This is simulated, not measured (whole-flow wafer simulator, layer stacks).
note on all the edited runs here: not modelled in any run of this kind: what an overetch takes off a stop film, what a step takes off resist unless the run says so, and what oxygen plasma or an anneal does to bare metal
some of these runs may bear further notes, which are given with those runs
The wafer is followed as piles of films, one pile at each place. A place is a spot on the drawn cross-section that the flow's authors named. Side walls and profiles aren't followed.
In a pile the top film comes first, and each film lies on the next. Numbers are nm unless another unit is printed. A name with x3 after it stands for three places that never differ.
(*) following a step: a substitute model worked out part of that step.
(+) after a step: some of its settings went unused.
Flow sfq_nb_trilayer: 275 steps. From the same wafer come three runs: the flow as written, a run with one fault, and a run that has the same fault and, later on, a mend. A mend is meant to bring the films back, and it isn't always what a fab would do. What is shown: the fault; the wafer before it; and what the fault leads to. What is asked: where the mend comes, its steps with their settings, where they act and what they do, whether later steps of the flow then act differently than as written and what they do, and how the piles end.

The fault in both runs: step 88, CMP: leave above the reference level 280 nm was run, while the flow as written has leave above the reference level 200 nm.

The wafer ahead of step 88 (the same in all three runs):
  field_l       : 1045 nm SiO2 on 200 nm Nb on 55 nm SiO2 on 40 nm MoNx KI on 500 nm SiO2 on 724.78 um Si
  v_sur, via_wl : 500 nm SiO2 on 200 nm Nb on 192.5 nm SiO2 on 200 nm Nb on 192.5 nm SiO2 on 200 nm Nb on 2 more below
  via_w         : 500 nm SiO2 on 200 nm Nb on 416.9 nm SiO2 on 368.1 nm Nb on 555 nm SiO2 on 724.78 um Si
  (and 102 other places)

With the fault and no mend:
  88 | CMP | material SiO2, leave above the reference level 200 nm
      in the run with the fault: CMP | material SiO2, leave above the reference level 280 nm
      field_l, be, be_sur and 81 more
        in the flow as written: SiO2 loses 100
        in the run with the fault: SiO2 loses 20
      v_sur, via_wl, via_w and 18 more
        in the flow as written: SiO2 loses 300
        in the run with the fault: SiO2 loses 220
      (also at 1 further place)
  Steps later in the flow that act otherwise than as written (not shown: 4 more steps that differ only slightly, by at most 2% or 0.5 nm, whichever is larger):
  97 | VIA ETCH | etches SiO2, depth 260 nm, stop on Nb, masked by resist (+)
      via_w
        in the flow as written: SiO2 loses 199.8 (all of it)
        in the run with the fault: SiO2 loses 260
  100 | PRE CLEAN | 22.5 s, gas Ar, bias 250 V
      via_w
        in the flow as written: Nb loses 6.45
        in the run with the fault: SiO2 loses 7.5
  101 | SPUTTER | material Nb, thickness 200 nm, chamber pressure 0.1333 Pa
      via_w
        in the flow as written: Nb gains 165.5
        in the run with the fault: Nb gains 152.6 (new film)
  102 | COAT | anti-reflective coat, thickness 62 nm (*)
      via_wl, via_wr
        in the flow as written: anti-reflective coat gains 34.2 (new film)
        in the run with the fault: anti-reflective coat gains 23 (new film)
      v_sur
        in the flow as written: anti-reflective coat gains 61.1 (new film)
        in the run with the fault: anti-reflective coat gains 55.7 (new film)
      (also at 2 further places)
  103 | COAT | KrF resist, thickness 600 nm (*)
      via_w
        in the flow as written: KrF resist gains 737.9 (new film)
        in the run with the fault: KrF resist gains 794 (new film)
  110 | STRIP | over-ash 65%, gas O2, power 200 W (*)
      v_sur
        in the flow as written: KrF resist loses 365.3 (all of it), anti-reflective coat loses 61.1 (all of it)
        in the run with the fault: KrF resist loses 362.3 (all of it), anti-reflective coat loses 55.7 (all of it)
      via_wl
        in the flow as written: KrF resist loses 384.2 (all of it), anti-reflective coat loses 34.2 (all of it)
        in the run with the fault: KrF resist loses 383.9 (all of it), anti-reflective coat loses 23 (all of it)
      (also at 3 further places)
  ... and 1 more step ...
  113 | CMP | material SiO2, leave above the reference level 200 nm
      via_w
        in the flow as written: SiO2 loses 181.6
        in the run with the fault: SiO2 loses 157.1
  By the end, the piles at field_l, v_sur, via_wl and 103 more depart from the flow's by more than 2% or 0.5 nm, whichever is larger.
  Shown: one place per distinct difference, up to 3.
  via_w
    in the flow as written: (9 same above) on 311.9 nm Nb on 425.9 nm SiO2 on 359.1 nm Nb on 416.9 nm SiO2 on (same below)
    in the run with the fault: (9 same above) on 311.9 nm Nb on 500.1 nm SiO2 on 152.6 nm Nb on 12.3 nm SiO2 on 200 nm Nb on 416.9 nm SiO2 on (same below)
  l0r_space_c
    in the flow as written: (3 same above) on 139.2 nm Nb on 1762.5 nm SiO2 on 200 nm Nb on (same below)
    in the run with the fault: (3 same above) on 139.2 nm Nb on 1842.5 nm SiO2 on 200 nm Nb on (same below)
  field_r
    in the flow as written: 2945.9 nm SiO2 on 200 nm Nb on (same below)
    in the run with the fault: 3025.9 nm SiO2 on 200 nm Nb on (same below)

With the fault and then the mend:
  The mend follows step 95.
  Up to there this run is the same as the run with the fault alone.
  95a | STRIP | over-ash 65%, gas O2, power 200 W (*)
      field_l, v_sur, via_wl and 102 more
        KrF resist loses 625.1 (all of it), anti-reflective coat loses 62 (all of it)
      via_w
        anti-reflective coat loses 62 (all of it)
  95b | CMP | material SiO2, leave above the reference level 200 nm (the flow's step 88, run once more)
      field_l, v_sur, via_wl and 103 more
        SiO2 loses 80
  95c | COAT | anti-reflective coat, thickness 62 nm (the flow's step 90, run once more)
      field_l, v_sur, via_wl and 103 more
        anti-reflective coat gains 62 (new film)
  95d | COAT | KrF resist, thickness 650 nm (the flow's step 91, run once more)
      field_l, v_sur, via_wl and 103 more
        KrF resist gains 650 (new film)
  95e | SOFTBAKE | KrF resist (the flow's step 92, run once more)
      does not change any film at any place that is followed
  95f | EXPOSE | photomask I2, dose 11.91 mJ/cm2, NA 0.6, wavelength 248 nm (*) (the flow's step 93, run once more)
      does not change any film at any place that is followed
  95g | PEB | KrF resist, 90 s (the flow's step 94, run once more)
      field_l, v_sur, via_wl and 103 more
        KrF resist loses 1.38
  95h | DEVELOP | KrF resist, thickness 650 nm, 60 s (the flow's step 95, run once more)
      field_l, v_sur, via_wl and 102 more
        KrF resist loses 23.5
      via_w
        KrF resist loses 648.6 (all of it)
  Later steps of the flow that are run all act as written at every place that is followed.
  The piles end the same as the flow's at every place that both follow.
